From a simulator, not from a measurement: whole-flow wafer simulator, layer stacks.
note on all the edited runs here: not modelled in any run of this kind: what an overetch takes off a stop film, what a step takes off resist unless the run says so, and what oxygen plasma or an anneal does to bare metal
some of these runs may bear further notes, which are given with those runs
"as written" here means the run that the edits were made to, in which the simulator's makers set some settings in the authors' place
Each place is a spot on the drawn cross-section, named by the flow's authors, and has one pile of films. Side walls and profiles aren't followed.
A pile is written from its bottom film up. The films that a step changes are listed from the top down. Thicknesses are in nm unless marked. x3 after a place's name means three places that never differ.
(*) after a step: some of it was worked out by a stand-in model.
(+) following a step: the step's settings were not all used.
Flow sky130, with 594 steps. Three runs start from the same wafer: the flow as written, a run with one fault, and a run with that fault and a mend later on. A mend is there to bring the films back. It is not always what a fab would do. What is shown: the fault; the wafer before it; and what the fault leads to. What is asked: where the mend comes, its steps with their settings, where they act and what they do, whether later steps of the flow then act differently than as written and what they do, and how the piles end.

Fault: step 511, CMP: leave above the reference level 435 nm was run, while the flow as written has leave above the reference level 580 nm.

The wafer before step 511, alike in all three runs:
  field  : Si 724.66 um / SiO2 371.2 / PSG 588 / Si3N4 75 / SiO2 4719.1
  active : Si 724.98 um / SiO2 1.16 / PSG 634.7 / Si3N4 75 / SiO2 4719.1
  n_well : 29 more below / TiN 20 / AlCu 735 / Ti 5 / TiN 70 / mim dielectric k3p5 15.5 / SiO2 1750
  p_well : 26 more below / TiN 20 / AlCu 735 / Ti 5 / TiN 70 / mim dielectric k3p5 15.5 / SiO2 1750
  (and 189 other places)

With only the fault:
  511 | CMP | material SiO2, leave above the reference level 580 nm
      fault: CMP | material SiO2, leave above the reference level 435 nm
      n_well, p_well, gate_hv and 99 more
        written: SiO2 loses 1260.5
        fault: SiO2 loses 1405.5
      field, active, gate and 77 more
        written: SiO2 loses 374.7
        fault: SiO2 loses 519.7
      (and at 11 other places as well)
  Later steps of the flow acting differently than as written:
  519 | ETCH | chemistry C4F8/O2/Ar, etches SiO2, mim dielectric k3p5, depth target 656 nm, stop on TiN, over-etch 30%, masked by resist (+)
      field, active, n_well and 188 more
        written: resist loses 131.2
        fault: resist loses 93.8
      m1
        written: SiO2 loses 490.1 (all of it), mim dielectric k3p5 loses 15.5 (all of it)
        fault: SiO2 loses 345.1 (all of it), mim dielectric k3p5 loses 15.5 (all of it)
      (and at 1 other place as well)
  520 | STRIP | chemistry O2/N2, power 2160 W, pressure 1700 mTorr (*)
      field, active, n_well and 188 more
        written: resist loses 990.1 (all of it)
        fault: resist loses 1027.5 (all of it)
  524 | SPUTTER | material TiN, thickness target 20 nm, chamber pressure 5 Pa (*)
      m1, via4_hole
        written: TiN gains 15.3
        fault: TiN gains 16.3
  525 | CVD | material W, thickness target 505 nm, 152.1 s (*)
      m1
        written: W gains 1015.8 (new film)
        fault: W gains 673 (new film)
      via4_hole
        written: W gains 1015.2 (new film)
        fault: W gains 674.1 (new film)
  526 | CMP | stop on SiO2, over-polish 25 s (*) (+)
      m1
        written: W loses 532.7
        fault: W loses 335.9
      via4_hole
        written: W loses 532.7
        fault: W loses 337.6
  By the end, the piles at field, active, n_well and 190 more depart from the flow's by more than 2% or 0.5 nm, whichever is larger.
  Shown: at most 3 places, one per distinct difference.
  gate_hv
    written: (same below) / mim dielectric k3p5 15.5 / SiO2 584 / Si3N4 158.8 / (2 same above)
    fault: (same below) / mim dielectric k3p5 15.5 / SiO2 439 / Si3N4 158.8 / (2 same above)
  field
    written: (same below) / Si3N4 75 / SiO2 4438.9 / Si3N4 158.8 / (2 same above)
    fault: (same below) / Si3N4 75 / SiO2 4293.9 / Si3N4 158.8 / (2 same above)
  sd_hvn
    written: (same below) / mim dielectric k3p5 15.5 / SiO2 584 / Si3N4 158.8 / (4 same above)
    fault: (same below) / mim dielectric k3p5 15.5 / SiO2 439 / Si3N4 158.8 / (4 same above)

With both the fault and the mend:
  The mend stands after step 511.
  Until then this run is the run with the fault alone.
  511a | HDPCVD | thickness target 145 nm (*) (the flow's step 510 again, with other settings)
      field, active, n_well and 190 more
        SiO2 gains 145
  Later steps of the flow that are run all act as written at every place that is followed.
  By the end, the piles equal the flow's at every place that both follow.
